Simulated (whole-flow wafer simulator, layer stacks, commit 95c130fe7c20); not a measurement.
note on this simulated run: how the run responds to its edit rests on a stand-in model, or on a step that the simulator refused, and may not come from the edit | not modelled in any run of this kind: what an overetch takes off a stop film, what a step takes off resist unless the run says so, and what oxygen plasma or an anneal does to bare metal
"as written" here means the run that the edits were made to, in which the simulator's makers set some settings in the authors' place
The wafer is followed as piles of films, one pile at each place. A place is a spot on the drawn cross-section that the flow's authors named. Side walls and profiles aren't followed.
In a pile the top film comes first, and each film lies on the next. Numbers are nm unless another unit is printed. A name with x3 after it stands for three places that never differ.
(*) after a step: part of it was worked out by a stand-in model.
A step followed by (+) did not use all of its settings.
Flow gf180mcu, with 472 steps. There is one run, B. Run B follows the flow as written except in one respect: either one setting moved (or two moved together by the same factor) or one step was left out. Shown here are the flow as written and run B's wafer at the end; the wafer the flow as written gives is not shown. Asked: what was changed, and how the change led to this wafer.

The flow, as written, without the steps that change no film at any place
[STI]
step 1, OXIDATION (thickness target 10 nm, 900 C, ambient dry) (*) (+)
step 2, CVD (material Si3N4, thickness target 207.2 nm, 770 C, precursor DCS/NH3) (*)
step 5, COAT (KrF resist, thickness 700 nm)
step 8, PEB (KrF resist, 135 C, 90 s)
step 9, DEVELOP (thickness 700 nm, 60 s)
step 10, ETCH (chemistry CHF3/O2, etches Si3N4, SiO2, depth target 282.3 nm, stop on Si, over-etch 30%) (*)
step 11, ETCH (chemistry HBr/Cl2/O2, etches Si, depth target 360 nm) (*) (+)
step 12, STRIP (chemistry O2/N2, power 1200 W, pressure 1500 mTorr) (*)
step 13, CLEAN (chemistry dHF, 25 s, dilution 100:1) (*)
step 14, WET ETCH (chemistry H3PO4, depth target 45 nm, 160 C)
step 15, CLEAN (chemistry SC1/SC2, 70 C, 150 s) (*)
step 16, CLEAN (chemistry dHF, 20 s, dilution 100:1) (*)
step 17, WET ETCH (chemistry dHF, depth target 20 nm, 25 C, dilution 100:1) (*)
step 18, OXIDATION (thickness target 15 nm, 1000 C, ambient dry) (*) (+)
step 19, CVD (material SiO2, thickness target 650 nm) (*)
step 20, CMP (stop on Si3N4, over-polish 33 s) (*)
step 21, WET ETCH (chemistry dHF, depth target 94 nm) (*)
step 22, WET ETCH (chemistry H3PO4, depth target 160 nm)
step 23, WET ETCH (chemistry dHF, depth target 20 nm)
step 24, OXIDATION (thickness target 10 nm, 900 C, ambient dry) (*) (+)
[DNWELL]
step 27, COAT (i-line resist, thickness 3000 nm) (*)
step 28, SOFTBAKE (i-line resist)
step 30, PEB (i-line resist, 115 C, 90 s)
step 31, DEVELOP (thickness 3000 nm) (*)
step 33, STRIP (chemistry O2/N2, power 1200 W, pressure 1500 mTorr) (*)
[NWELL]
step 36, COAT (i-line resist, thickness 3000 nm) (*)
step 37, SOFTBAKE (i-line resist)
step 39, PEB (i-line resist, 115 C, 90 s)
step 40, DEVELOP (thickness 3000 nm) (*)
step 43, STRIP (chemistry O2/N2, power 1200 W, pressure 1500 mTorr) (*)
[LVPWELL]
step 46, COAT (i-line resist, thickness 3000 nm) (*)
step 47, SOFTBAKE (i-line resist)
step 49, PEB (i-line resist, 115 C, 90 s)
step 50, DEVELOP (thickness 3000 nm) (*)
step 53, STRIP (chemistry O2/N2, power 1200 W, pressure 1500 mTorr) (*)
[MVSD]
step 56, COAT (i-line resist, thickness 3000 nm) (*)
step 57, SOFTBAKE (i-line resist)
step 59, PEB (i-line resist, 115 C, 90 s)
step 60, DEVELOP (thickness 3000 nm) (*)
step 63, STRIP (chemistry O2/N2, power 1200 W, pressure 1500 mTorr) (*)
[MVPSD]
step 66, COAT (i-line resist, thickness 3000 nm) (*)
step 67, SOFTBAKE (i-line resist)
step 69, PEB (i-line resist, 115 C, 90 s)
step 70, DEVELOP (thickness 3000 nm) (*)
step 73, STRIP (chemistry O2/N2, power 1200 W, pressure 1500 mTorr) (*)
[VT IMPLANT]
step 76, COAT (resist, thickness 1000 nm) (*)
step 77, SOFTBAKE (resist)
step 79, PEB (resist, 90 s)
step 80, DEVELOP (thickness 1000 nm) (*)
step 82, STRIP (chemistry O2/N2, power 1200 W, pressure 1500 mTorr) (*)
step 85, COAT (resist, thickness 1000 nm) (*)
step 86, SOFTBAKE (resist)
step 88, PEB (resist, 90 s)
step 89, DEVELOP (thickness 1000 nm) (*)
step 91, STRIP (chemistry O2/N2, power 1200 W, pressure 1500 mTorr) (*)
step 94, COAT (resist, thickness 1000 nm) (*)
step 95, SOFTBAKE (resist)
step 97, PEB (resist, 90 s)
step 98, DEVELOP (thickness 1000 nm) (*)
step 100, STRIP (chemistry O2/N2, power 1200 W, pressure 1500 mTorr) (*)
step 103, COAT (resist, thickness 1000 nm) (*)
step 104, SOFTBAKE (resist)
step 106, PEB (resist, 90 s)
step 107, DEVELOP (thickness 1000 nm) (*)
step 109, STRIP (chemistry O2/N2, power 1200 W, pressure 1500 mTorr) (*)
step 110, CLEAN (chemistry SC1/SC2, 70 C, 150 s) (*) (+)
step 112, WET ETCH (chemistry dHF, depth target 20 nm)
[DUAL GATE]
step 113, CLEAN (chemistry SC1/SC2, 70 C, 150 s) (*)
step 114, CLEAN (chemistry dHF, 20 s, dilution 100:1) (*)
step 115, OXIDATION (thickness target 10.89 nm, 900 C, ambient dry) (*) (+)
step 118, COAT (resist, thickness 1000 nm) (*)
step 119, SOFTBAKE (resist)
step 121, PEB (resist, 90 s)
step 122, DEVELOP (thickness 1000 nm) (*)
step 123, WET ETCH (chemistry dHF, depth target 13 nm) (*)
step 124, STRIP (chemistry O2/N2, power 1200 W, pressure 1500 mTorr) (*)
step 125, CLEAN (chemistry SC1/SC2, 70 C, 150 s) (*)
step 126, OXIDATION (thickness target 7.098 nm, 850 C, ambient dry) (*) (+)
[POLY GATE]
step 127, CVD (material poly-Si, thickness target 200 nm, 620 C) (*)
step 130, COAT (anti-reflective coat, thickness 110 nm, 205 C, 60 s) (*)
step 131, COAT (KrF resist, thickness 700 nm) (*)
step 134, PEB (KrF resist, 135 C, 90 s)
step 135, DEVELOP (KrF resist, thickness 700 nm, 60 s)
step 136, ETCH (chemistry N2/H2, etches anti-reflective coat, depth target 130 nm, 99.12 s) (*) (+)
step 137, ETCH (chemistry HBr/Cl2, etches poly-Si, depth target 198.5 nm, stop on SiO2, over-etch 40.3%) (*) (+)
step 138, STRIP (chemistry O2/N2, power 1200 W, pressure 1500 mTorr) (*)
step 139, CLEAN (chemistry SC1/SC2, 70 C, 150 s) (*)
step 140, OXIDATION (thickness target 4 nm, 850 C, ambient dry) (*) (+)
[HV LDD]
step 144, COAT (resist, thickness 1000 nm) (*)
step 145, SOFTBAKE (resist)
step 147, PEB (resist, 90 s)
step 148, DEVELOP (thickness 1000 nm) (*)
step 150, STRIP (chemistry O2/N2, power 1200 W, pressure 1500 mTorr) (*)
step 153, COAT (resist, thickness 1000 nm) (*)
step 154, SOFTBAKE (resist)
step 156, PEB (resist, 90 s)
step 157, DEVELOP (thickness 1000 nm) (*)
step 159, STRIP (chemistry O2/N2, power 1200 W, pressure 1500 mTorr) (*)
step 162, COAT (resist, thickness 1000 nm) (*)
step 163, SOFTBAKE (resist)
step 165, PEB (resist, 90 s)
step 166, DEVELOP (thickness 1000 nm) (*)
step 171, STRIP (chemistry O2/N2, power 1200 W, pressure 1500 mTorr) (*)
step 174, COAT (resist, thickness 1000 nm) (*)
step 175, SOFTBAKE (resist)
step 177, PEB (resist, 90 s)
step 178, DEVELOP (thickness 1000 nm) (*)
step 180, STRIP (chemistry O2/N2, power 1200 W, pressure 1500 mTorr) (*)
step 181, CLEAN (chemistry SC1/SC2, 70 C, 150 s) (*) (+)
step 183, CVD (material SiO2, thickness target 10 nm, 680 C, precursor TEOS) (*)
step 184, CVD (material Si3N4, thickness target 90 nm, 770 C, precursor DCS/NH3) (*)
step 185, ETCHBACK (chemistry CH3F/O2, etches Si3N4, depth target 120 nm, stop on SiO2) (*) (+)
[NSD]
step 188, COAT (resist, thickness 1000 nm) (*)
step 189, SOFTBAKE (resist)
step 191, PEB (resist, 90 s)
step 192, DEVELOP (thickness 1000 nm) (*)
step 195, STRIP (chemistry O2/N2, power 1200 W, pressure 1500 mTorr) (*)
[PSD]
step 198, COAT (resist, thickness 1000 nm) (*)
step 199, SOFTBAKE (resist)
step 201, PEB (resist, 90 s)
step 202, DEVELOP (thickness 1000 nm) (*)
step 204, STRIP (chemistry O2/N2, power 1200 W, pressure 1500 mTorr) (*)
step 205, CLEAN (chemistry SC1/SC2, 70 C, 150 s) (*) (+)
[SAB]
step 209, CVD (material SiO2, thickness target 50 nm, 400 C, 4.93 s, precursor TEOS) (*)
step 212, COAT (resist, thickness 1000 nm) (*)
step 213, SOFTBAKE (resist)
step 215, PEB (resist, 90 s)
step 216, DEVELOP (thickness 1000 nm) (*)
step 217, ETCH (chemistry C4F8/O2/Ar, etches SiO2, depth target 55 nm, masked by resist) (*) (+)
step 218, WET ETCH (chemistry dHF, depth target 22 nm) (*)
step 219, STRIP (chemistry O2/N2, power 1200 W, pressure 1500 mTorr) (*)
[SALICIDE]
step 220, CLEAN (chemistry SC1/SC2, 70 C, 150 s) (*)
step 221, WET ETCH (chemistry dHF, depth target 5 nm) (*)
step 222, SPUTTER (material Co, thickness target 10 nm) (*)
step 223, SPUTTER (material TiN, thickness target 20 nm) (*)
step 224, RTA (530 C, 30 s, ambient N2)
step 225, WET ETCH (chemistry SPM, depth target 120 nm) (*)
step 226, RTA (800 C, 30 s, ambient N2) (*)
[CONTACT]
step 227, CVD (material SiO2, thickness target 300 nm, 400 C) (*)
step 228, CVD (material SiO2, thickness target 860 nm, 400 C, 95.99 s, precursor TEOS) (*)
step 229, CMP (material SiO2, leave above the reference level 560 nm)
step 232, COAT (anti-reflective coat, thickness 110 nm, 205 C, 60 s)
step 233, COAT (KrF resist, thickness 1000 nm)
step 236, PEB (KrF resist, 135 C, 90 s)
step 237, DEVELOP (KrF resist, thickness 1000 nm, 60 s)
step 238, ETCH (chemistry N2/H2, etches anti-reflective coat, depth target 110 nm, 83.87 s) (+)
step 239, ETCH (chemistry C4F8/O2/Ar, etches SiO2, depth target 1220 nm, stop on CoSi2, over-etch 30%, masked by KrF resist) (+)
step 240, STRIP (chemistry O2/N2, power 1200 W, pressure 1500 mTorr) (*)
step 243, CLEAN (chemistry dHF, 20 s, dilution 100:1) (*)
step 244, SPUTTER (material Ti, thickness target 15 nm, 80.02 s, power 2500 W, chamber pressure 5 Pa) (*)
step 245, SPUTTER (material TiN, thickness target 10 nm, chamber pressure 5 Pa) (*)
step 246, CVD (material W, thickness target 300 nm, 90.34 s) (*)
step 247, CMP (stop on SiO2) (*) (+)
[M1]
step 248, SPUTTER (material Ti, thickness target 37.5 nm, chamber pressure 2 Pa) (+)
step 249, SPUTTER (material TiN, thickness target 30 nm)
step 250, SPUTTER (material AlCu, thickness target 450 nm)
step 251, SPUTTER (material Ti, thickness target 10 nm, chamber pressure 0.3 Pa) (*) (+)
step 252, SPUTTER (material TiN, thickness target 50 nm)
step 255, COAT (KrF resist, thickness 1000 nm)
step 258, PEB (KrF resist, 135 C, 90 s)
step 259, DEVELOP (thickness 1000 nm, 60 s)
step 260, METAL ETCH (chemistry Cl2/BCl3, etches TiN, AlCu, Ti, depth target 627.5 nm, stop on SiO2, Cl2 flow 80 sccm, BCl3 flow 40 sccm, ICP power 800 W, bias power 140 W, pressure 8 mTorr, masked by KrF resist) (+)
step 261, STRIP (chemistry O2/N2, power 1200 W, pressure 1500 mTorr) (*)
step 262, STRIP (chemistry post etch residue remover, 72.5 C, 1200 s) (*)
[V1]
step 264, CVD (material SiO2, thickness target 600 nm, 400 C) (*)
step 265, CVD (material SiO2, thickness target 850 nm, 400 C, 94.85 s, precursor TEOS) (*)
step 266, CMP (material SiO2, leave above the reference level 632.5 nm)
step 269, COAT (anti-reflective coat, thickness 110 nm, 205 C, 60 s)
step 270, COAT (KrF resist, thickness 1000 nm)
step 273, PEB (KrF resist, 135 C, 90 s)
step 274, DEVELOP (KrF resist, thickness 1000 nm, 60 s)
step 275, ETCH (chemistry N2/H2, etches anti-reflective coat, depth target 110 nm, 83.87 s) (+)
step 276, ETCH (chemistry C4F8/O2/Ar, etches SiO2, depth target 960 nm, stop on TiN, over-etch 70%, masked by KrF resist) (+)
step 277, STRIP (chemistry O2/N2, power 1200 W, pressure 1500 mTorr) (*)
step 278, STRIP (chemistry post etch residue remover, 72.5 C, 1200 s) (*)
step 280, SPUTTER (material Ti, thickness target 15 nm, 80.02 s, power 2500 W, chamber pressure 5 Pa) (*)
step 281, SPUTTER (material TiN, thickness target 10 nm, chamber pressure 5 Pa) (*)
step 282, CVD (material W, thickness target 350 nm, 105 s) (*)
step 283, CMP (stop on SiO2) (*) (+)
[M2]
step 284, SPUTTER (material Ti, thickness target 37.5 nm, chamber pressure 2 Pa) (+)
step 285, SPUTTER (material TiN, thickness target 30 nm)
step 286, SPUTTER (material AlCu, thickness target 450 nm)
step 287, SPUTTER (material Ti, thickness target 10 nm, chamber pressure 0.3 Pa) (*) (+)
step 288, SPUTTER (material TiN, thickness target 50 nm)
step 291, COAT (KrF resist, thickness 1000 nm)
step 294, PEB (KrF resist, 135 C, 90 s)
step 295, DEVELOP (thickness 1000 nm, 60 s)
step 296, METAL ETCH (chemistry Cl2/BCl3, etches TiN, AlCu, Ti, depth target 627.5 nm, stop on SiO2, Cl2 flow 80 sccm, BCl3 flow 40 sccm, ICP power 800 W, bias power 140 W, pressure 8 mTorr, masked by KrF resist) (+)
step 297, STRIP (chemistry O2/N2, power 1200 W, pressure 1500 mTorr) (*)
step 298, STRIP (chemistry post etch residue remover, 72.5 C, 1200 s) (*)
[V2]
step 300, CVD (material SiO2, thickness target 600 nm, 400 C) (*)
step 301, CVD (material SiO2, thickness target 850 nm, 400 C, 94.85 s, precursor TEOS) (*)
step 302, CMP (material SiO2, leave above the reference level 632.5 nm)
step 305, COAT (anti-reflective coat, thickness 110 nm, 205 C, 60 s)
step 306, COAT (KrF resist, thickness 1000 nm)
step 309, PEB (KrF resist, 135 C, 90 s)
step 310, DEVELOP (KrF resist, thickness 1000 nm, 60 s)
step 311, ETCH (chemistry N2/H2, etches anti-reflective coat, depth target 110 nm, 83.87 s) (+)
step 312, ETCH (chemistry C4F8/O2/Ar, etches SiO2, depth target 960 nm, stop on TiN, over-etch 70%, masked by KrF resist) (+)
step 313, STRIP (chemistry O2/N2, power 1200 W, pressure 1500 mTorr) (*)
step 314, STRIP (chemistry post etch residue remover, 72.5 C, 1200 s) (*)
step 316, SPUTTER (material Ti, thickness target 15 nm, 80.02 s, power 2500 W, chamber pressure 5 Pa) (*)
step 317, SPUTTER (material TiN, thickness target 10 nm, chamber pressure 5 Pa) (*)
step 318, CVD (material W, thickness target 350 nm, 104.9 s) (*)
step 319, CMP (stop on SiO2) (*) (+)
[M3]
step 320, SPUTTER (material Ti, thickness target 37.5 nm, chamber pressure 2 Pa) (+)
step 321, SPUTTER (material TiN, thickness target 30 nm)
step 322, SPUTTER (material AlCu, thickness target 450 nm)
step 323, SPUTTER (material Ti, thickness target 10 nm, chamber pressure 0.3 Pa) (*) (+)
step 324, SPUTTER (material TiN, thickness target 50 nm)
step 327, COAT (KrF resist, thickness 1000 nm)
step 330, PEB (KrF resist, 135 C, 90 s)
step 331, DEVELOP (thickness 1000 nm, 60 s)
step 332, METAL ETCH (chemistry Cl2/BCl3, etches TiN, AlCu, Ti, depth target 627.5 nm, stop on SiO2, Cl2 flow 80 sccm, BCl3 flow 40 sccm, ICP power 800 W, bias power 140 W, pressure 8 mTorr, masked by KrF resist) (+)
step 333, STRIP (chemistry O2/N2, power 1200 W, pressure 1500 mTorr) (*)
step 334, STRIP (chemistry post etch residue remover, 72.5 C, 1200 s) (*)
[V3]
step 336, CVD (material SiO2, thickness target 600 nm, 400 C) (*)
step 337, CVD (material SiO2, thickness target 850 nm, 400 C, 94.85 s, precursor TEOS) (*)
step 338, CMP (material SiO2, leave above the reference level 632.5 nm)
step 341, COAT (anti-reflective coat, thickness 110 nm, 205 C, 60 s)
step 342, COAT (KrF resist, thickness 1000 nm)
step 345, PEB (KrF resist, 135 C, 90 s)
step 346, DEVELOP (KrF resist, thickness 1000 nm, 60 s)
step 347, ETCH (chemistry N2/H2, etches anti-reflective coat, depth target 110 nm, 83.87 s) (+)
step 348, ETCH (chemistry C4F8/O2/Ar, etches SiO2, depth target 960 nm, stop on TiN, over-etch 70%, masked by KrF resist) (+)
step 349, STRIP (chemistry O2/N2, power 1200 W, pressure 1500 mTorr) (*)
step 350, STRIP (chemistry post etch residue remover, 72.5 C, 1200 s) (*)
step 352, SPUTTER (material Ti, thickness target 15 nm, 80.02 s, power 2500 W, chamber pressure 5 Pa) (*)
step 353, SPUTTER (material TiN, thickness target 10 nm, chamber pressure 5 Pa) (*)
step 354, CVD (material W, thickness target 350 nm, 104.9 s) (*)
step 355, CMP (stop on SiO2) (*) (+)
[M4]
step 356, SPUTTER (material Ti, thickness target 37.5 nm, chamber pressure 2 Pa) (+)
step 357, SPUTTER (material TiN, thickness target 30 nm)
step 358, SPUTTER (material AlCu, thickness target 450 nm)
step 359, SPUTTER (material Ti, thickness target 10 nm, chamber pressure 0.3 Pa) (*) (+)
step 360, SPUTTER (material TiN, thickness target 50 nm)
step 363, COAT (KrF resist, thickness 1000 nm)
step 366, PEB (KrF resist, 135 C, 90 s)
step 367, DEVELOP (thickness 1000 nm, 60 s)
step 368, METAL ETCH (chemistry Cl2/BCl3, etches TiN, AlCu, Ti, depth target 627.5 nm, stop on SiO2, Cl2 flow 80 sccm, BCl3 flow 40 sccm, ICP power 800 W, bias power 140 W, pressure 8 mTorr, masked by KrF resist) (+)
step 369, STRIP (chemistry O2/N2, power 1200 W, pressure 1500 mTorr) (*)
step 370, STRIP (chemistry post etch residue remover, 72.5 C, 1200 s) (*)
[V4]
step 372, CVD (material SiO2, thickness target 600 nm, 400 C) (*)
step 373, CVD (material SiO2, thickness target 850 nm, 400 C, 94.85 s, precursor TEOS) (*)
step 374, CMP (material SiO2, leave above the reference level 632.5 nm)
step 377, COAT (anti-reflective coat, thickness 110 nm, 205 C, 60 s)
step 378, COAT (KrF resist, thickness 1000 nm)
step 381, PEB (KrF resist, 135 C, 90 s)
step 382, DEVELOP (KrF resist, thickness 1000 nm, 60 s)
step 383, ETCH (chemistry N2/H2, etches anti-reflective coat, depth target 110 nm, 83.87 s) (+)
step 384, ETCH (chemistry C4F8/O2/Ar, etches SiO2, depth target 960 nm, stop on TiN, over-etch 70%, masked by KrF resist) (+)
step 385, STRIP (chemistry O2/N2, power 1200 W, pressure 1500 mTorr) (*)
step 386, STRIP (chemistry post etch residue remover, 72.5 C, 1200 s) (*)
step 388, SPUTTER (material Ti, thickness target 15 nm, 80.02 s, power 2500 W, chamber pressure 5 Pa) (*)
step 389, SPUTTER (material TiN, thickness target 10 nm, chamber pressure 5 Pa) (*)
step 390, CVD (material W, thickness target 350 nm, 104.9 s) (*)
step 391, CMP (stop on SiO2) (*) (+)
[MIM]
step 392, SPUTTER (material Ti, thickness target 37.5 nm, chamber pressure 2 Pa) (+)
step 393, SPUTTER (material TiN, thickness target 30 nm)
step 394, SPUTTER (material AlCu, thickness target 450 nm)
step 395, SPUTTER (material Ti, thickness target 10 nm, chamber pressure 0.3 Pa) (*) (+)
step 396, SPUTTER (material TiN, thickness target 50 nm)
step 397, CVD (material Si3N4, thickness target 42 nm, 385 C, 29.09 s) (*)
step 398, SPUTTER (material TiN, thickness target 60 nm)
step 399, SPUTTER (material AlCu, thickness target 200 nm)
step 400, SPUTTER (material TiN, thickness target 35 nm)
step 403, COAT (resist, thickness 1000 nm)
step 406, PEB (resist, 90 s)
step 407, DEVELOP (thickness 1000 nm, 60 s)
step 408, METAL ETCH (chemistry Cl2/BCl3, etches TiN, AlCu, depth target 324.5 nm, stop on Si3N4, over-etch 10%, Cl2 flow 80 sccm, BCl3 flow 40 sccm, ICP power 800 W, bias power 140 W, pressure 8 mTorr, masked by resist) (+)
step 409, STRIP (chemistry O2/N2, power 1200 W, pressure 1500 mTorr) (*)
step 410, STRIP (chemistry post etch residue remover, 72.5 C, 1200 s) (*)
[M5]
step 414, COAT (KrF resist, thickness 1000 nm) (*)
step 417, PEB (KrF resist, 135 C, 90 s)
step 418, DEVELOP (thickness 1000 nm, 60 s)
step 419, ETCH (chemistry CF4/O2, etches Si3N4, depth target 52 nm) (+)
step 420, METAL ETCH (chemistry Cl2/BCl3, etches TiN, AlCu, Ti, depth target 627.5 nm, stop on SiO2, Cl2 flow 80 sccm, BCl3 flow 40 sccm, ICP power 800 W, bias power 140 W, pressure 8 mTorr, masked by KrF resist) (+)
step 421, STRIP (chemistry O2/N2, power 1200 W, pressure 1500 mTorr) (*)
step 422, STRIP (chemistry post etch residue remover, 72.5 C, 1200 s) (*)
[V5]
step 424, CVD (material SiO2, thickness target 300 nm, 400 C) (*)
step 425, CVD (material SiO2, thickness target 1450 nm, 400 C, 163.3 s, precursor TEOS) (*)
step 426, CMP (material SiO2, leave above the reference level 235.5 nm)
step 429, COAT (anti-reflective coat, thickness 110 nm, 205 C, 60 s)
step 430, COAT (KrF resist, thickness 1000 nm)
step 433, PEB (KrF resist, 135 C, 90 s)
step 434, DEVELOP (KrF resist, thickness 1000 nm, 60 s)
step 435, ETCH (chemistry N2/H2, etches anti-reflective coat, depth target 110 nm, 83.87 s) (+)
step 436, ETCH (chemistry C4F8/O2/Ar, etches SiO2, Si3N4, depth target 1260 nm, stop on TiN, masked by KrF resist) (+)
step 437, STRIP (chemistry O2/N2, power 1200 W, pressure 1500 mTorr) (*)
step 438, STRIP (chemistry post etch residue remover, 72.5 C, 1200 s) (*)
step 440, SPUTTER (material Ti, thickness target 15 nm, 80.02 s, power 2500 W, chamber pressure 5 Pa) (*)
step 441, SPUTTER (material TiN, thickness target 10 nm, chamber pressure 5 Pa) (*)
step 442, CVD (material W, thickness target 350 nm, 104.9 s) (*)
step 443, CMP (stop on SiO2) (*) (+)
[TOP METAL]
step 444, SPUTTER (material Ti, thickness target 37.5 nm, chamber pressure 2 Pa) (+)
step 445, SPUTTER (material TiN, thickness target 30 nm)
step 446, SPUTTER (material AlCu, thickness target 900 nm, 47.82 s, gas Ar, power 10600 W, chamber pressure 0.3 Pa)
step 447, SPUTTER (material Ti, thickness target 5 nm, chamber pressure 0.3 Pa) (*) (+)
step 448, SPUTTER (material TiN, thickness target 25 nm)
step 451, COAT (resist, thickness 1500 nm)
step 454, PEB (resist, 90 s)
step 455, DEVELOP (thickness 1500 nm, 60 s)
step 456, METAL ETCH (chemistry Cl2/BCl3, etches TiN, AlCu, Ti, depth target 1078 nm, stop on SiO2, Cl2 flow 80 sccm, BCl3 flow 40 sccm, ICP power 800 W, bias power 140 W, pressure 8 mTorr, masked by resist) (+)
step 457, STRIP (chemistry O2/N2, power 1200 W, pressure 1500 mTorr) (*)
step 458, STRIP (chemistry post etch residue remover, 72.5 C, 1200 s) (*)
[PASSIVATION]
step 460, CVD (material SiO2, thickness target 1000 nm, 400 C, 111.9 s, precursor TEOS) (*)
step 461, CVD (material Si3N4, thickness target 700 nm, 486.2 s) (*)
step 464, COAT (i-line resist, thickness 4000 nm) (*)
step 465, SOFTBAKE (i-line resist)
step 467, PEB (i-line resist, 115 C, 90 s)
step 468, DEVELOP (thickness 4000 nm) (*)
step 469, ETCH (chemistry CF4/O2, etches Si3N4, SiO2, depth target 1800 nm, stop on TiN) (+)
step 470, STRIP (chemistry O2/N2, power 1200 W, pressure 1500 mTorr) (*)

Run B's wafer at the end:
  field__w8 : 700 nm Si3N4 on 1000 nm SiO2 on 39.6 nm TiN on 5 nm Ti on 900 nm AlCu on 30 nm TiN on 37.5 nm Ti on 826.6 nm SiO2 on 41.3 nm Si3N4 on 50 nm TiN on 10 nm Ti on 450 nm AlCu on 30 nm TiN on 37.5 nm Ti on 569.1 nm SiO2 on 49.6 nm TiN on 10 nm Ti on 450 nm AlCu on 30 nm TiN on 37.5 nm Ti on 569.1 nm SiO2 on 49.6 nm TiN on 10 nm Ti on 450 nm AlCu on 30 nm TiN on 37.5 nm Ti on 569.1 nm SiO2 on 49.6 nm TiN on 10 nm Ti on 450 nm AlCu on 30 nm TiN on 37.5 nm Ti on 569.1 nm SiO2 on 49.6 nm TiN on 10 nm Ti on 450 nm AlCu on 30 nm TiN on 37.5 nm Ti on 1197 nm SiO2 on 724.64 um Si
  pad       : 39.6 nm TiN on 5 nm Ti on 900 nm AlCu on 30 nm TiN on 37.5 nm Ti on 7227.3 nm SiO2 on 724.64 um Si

Cause: step 448, SPUTTER: thickness target 40 nm was run, while the flow as written has thickness target 25 nm.

Step by step, how the change led to this:
  step 448, SPUTTER (material TiN, thickness target 25 nm)
      field, field__w1, field__w2 and 109 more: +40 TiN (new film) (in the flow as written it would be: +25 TiN (new film))
  step 456, METAL ETCH (chemistry Cl2/BCl3, etches TiN, AlCu, Ti, depth target 1078 nm, stop on SiO2, Cl2 flow 80 sccm, BCl3 flow 40 sccm, ICP power 800 W, bias power 140 W, pressure 8 mTorr, masked by resist) (+)
      field, field__w1, field__w2 and 103 more: -40 TiN (all of it), -5 Ti (all of it), -900 AlCu (all of it), -30 TiN (all of it), -37.5 Ti (all of it) (in the flow as written it would be: -25 TiN (all of it), -5 Ti (all of it), -900 AlCu (all of it), -30 TiN (all of it), -37.5 Ti (all of it))
  step 465, SOFTBAKE (i-line resist)
      field__w5, field__w9: +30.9 i-line resist (in the flow as written it would be: +37.3 i-line resist)
      field__w11, field__w13: +32 i-line resist (in the flow as written it would be: +37.9 i-line resist)
      (also at 61 further places)
